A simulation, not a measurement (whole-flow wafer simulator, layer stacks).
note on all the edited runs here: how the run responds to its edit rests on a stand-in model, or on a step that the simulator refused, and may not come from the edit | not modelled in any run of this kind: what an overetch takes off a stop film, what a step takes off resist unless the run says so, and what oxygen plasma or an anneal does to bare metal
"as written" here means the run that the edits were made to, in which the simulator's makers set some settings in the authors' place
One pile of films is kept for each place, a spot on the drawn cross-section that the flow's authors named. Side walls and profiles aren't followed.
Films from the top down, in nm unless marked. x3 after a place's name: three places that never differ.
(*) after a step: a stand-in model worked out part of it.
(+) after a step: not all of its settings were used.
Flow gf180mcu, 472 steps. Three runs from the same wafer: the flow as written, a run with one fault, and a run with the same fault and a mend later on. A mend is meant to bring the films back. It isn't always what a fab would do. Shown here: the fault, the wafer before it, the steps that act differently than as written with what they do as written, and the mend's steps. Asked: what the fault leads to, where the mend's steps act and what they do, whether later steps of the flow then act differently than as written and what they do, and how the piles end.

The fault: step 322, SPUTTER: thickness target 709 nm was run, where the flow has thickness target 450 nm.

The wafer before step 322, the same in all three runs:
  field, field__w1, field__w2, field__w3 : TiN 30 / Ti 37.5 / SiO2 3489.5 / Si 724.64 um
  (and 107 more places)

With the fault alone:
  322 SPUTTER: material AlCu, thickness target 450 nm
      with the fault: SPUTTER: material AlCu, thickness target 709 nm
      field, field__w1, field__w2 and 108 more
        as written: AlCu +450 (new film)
        with the fault: AlCu +709 (new film)
  Later steps of the flow that act differently than as written:
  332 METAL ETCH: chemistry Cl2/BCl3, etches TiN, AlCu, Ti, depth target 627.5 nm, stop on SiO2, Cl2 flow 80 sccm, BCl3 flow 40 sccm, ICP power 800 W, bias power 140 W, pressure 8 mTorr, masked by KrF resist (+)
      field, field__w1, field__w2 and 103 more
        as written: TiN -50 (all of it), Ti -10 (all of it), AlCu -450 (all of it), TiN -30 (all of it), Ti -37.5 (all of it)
        with the fault: TiN -50 (all of it), Ti -10 (all of it), AlCu -567.5
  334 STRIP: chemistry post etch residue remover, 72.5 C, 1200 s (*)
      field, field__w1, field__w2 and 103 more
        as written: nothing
        with the fault: AlCu -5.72
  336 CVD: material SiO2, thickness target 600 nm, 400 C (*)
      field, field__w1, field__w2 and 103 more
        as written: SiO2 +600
        with the fault: SiO2 +600 (new film)
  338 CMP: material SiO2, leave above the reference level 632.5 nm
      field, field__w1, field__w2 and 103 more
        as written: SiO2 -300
        with the fault: SiO2 -244.3
  At the end the piles differ from the flow's by more than 2% or 0.5 nm, whichever is larger, at field, field__w1, field__w2 and 109 more.
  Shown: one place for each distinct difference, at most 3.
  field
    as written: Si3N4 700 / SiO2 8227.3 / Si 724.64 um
    with the fault: Si3N4 700 / SiO2 4793.5 / AlCu 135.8 / TiN 30 / Ti 37.5 / SiO2 3489.5 / Si 724.64 um
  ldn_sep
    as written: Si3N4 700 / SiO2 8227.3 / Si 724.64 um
    with the fault: Si3N4 700 / SiO2 4793.5 / AlCu 135.8 / TiN 30 / Ti 37.5 / SiO2 3489.4 / Si 724.64 um
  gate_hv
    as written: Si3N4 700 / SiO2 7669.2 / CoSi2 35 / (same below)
    with the fault: Si3N4 700 / SiO2 4793.5 / AlCu 135.8 / TiN 30 / Ti 37.5 / SiO2 2931.3 / CoSi2 35 / (same below)

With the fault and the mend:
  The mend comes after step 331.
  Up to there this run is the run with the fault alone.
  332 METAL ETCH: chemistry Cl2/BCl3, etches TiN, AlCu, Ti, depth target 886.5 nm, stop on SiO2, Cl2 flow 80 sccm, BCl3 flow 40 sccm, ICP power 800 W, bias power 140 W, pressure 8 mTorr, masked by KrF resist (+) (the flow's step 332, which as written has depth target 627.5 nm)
      field, field__w1, field__w2 and 103 more
        TiN -50 (all of it), Ti -10 (all of it), AlCu -709 (all of it), TiN -30 (all of it), Ti -37.5 (all of it)
      field__w8, contact, m1, m1__w1, m1_nw
        KrF resist -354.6
  Later steps of the flow that act differently than as written:
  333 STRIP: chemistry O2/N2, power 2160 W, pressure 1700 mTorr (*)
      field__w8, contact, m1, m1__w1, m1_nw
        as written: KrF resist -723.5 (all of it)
        with the mend: KrF resist -619.9 (all of it)
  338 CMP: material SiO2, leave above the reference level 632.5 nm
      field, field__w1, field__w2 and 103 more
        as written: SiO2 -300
        with the mend: SiO2 -41
  At the end the piles differ from the flow's by more than 2% or 0.5 nm, whichever is larger, at field, field__w1, field__w2 and 109 more.
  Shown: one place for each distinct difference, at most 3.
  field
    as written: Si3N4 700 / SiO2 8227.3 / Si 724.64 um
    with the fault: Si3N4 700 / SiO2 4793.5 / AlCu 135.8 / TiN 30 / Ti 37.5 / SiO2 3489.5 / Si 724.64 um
    with the mend: Si3N4 700 / SiO2 8486.3 / Si 724.64 um
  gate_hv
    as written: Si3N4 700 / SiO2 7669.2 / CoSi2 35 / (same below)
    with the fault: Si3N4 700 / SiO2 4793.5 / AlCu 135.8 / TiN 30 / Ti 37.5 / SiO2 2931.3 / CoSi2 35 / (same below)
    with the mend: Si3N4 700 / SiO2 7928.2 / CoSi2 35 / (same below)
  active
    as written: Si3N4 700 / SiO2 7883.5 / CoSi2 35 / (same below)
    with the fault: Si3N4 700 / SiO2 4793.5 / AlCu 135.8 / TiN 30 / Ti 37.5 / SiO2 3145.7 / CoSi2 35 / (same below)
    with the mend: Si3N4 700 / SiO2 8142.5 / CoSi2 35 / (same below)
